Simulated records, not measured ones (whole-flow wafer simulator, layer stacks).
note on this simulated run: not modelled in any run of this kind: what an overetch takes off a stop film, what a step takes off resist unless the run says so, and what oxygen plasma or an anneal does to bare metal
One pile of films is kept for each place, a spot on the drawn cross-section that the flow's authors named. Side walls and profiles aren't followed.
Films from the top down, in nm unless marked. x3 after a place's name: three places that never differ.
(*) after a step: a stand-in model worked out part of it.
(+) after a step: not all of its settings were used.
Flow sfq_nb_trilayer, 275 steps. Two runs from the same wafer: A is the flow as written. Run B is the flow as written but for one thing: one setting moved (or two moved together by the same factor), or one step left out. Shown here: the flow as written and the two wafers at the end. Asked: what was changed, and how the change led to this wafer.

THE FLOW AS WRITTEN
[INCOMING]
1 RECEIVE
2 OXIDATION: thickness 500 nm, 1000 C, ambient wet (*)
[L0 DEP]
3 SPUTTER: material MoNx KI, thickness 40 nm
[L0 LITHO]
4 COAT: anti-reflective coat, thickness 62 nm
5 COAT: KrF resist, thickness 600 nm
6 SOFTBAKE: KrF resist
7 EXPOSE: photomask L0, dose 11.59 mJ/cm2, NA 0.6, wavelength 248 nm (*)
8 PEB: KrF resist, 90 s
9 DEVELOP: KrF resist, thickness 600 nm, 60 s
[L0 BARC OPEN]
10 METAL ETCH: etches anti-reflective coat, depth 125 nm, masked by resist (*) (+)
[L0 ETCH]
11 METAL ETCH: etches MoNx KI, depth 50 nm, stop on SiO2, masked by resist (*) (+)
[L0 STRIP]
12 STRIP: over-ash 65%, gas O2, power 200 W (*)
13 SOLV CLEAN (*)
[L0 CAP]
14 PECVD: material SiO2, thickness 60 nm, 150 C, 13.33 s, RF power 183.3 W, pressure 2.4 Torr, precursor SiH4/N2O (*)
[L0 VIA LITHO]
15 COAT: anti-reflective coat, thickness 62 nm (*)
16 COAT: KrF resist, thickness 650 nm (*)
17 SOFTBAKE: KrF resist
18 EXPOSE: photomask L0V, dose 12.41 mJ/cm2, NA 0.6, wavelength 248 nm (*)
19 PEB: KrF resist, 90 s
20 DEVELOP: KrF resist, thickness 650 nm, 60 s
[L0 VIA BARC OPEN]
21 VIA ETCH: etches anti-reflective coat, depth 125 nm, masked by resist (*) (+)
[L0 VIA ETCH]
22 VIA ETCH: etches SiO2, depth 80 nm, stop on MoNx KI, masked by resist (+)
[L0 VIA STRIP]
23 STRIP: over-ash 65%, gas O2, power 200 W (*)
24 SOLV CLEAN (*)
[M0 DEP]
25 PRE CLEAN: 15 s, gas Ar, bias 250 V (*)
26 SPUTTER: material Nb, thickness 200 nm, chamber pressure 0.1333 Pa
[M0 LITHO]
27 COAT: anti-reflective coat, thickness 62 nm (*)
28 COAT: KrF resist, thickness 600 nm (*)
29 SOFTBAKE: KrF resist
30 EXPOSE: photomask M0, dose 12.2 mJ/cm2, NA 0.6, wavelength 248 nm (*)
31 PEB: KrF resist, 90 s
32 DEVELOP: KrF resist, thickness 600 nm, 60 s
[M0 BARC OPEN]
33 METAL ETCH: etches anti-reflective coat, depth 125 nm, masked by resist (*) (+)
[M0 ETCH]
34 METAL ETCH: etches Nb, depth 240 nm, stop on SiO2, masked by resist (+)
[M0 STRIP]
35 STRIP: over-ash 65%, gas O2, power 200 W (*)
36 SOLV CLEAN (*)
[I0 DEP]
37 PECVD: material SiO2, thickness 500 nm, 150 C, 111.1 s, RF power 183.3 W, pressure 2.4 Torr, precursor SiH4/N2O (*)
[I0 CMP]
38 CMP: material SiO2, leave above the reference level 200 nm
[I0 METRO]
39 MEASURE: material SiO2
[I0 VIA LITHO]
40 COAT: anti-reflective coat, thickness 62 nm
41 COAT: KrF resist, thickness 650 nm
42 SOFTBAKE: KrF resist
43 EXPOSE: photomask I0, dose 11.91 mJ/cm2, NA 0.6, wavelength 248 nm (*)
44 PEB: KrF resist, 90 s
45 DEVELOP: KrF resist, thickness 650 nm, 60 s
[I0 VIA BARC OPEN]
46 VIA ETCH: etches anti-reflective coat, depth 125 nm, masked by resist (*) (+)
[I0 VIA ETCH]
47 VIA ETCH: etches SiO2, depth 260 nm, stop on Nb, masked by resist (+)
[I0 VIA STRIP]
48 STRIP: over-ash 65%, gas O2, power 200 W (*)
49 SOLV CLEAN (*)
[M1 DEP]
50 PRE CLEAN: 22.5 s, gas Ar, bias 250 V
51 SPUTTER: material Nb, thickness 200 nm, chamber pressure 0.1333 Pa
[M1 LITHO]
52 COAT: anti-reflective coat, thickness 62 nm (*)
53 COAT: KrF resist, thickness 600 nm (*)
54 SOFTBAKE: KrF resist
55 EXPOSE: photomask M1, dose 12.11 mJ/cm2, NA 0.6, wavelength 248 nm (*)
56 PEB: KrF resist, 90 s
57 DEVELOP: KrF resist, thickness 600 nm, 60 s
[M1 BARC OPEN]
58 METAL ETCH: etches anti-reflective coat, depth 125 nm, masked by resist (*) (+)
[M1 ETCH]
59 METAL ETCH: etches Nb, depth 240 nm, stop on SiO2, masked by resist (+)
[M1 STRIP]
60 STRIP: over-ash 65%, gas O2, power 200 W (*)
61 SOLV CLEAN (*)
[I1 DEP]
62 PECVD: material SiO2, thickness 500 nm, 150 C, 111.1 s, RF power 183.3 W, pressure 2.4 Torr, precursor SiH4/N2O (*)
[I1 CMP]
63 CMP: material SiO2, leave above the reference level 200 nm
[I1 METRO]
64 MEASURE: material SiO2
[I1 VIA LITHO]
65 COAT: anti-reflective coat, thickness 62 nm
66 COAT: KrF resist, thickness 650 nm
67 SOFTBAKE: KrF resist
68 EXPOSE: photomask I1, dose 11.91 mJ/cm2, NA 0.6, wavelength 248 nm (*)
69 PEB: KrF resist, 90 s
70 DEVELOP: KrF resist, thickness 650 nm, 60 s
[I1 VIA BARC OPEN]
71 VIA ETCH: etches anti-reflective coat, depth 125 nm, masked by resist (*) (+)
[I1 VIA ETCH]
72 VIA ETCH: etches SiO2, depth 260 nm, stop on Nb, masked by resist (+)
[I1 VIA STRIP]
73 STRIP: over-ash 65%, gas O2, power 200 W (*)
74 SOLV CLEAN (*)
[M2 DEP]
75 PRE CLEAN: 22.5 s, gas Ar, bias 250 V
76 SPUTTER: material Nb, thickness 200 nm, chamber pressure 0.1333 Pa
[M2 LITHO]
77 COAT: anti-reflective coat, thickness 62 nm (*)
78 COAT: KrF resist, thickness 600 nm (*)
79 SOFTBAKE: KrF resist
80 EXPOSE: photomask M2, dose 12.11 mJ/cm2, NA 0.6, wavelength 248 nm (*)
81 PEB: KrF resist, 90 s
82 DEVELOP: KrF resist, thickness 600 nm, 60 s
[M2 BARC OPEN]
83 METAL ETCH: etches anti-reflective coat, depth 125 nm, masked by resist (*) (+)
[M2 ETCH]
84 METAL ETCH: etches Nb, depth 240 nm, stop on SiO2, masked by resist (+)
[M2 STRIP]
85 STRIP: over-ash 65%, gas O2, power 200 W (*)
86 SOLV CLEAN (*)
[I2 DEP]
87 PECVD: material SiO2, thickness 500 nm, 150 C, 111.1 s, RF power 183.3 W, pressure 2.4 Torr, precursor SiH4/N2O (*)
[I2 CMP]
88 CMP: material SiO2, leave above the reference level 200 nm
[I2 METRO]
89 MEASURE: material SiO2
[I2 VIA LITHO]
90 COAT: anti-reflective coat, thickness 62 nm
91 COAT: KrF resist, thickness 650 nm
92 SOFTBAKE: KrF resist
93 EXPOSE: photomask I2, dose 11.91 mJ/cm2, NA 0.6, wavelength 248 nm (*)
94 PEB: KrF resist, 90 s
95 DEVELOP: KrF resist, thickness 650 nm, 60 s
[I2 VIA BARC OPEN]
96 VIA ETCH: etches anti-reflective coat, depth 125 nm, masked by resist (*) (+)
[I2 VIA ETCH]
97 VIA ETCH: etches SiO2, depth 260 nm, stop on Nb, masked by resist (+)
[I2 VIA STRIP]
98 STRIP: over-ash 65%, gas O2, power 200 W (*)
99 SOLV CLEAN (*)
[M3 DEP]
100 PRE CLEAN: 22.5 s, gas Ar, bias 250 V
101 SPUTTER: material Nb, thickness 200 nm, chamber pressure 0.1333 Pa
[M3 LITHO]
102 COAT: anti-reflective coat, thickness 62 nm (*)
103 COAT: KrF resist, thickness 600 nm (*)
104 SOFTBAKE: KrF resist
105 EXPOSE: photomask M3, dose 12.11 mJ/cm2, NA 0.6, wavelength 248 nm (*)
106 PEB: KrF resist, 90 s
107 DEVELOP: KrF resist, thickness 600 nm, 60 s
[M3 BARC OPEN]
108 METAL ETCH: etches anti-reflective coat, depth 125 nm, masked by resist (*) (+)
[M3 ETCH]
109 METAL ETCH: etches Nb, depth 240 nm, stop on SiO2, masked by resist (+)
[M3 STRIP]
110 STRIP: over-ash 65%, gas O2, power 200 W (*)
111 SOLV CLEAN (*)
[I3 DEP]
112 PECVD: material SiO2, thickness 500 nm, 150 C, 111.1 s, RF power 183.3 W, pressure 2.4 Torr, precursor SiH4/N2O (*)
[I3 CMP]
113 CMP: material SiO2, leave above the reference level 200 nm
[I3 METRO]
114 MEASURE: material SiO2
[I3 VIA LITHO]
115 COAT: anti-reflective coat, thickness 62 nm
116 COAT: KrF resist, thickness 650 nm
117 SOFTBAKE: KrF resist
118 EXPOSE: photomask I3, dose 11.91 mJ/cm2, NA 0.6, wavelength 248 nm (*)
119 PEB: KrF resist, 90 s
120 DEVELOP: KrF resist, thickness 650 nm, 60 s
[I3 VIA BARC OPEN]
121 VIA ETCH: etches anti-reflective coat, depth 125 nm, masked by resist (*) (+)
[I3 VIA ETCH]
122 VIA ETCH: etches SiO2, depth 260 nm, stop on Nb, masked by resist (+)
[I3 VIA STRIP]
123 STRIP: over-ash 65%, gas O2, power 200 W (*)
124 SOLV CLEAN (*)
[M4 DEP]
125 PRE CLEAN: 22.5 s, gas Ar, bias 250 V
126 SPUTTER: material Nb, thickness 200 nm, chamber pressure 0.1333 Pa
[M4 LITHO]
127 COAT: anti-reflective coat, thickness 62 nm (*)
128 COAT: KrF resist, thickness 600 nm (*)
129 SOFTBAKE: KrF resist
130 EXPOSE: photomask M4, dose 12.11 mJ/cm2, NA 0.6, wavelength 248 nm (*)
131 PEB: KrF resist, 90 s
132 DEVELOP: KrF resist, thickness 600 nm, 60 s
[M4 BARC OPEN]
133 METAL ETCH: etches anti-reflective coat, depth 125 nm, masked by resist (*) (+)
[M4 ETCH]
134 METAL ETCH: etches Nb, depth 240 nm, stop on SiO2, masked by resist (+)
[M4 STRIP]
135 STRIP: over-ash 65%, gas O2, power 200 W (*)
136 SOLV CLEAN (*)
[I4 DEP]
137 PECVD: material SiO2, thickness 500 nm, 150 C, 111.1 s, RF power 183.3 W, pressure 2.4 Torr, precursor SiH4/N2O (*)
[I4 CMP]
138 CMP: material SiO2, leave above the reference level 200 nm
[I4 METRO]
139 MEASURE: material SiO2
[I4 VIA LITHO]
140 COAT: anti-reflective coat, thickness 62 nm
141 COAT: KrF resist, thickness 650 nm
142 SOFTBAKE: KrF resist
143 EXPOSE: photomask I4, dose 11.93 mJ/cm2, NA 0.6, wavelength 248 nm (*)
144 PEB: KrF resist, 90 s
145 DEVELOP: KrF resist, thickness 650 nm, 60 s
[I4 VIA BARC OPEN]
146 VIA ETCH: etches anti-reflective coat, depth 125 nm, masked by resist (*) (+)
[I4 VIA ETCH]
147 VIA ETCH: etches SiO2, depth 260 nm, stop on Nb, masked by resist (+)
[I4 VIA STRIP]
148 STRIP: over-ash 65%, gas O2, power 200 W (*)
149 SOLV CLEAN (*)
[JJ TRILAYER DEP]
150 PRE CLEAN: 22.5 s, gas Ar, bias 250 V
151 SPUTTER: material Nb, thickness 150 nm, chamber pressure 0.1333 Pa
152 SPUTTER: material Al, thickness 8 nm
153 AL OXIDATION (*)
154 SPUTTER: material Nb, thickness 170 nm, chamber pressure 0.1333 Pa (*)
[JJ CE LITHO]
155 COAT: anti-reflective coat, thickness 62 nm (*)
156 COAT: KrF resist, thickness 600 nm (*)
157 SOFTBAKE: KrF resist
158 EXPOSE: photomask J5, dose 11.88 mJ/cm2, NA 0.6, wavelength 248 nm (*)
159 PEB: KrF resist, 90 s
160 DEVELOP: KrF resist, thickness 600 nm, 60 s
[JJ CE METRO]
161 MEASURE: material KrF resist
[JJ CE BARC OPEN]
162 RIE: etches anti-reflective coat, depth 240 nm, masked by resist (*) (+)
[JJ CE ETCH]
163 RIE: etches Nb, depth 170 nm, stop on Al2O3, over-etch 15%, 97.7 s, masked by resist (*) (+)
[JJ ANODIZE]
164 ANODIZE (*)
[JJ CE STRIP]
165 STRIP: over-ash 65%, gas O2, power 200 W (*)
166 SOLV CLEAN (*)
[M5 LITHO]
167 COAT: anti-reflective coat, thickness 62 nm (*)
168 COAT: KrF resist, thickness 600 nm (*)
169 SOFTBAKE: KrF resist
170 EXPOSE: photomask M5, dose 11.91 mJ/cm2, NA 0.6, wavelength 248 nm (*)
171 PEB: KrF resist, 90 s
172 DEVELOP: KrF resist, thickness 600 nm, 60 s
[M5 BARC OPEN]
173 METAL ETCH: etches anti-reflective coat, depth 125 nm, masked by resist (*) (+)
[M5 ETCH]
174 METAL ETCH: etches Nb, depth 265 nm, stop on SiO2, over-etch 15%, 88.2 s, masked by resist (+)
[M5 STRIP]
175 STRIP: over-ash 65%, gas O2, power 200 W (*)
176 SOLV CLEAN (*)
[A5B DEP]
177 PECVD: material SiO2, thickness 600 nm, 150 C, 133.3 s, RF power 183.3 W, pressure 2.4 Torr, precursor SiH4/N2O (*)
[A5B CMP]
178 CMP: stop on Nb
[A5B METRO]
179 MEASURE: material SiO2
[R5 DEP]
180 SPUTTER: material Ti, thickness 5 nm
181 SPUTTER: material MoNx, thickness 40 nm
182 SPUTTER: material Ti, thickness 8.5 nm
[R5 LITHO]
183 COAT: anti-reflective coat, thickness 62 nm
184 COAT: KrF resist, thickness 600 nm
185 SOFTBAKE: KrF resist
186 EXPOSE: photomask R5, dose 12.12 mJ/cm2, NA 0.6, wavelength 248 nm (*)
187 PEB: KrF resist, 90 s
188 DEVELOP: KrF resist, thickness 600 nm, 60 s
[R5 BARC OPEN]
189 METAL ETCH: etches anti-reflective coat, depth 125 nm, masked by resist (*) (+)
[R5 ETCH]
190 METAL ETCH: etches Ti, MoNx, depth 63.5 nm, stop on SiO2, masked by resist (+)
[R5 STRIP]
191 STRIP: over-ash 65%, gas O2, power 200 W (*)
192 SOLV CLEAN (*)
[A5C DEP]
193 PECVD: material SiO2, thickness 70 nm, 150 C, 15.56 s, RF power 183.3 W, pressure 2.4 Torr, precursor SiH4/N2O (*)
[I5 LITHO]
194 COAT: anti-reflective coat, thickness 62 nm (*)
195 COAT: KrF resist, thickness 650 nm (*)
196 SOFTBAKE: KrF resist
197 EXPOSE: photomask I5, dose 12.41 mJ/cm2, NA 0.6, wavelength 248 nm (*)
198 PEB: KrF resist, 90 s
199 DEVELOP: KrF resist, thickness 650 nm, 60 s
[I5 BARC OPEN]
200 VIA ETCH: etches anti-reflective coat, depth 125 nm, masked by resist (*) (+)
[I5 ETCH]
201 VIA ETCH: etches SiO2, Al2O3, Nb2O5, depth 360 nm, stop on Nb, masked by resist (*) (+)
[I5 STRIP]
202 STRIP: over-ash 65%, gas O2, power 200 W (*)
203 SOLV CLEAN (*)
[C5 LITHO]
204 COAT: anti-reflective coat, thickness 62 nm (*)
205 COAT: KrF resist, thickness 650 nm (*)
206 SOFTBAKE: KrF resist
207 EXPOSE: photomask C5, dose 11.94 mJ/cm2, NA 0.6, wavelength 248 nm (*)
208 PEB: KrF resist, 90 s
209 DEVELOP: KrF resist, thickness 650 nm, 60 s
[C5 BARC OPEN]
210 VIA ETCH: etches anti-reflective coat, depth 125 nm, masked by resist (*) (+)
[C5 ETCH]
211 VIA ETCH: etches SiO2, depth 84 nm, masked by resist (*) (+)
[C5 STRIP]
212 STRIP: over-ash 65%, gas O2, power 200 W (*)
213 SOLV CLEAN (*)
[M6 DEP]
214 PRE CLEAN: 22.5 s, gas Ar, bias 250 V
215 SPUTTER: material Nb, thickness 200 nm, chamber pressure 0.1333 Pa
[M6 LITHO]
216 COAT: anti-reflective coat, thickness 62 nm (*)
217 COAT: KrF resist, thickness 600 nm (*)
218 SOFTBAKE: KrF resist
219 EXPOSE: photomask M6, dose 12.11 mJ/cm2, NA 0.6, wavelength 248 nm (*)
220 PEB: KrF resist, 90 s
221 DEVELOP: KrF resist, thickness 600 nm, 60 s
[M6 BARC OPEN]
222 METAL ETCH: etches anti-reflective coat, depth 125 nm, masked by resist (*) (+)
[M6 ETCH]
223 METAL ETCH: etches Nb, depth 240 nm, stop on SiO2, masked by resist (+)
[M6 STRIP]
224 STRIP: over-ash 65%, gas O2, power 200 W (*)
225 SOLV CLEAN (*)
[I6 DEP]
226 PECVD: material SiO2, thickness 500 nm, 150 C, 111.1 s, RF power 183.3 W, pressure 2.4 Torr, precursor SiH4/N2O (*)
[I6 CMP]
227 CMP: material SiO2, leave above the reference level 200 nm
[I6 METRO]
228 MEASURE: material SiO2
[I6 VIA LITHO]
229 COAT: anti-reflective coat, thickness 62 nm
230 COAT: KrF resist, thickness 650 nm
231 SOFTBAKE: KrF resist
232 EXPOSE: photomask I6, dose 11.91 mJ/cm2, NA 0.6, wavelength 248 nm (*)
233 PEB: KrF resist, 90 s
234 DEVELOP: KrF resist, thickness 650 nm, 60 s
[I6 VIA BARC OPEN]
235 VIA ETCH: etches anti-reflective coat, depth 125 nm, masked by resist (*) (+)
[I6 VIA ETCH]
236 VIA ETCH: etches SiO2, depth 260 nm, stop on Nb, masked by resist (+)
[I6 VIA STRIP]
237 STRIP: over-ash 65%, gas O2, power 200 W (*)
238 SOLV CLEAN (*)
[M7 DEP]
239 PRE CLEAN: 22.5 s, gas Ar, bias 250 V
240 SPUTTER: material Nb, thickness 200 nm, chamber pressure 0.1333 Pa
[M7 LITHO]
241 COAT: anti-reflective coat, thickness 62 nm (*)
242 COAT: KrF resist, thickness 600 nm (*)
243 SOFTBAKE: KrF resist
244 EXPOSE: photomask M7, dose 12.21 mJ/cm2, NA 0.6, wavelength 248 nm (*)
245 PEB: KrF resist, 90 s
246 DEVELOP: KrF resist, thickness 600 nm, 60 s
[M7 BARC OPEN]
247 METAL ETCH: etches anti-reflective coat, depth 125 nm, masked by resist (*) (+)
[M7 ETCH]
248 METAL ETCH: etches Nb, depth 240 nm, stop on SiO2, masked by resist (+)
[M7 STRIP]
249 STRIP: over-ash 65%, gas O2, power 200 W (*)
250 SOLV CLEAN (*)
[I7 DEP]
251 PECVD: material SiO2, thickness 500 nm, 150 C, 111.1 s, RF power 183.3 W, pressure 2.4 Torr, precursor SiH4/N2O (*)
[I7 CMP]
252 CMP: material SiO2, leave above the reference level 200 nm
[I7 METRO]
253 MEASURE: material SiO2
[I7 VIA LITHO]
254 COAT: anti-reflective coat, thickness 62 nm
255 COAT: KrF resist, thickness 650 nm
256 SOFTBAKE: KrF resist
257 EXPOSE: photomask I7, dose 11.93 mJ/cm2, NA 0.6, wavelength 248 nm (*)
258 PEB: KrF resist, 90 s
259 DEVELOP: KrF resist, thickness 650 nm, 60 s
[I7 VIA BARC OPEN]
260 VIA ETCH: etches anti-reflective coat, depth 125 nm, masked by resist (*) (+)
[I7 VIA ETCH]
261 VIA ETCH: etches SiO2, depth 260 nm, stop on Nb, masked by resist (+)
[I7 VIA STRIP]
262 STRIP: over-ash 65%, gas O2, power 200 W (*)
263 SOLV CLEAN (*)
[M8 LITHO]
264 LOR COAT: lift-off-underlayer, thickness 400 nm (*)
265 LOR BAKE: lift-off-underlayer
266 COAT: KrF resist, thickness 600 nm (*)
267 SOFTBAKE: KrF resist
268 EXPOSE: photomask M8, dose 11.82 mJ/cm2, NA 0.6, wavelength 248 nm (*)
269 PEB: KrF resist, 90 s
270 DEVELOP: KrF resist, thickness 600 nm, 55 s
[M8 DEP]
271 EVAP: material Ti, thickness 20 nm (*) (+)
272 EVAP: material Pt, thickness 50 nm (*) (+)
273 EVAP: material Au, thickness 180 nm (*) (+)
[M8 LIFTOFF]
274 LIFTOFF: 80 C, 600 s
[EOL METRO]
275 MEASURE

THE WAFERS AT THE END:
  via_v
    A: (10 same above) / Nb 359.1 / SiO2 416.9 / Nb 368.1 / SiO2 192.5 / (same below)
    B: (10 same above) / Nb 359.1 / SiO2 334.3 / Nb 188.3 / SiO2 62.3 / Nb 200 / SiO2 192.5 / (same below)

The cause: step 72, VIA ETCH: depth 130 nm was run, where the flow has depth 260 nm.

How the change led to this, step by step:
  72 VIA ETCH: etches SiO2, depth 260 nm, stop on Nb, masked by resist (+)
      via_v: A SiO2 -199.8 (all of it) | B SiO2 -130
      field_l, v_sur, via_wl and 102 more: A KrF resist -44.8 | B KrF resist -22.4
  73 STRIP: over-ash 65%, gas O2, power 200 W (*)
      field_l, v_sur, via_wl and 102 more: A KrF resist -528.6 (all of it), anti-reflective coat -62 (all of it) | B KrF resist -551 (all of it), anti-reflective coat -62 (all of it)
  75 PRE CLEAN: 22.5 s, gas Ar, bias 250 V
      via_v: A Nb -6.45 | B SiO2 -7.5
  76 SPUTTER: material Nb, thickness 200 nm, chamber pressure 0.1333 Pa
      via_v: A Nb +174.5 | B Nb +188.3 (new film)
  77 COAT: anti-reflective coat, thickness 62 nm (*)
      via_sp: A anti-reflective coat +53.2 (new film) | B anti-reflective coat +54.5 (new film)
      via_v: A anti-reflective coat +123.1 (new film) | B anti-reflective coat +107.6 (new film)
      (and at 1 more place)
  78 COAT: KrF resist, thickness 600 nm (*)
      via_v: A KrF resist +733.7 (new film) | B KrF resist +677.6 (new film)
  85 STRIP: over-ash 65%, gas O2, power 200 W (*)
      via_sp: A KrF resist -374.4 (all of it), anti-reflective coat -53.2 (all of it) | B KrF resist -379 (all of it), anti-reflective coat -54.5 (all of it)
      via_v: A KrF resist -515.8 (all of it), anti-reflective coat -123.1 (all of it) | B KrF resist -459.8 (all of it), anti-reflective coat -107.6 (all of it)
      (and at 1 more place)
  87 PECVD: material SiO2, thickness 500 nm, 150 C, 111.1 s, RF power 183.3 W, pressure 2.4 Torr, precursor SiH4/N2O (*)
      via_v: A SiO2 +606 (new film) | B SiO2 +500 (new film)
  88 CMP: material SiO2, leave above the reference level 200 nm
      via_v: A SiO2 -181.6 | B SiO2 -158.2
Counting metal films that touch as one body, via_v has 7 bodies (between them, from the top down: SiO2 437.8; SiO2 209 / Al2O3 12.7 / Nb2O5 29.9; SiO2 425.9; SiO2 334.3; SiO2 62.3; SiO2 192.5); the flow as written gives 6 bodies (between them, from the top down: SiO2 437.8; SiO2 209 / Al2O3 12.7 / Nb2O5 29.9; SiO2 425.9; SiO2 416.9; SiO2 192.5).
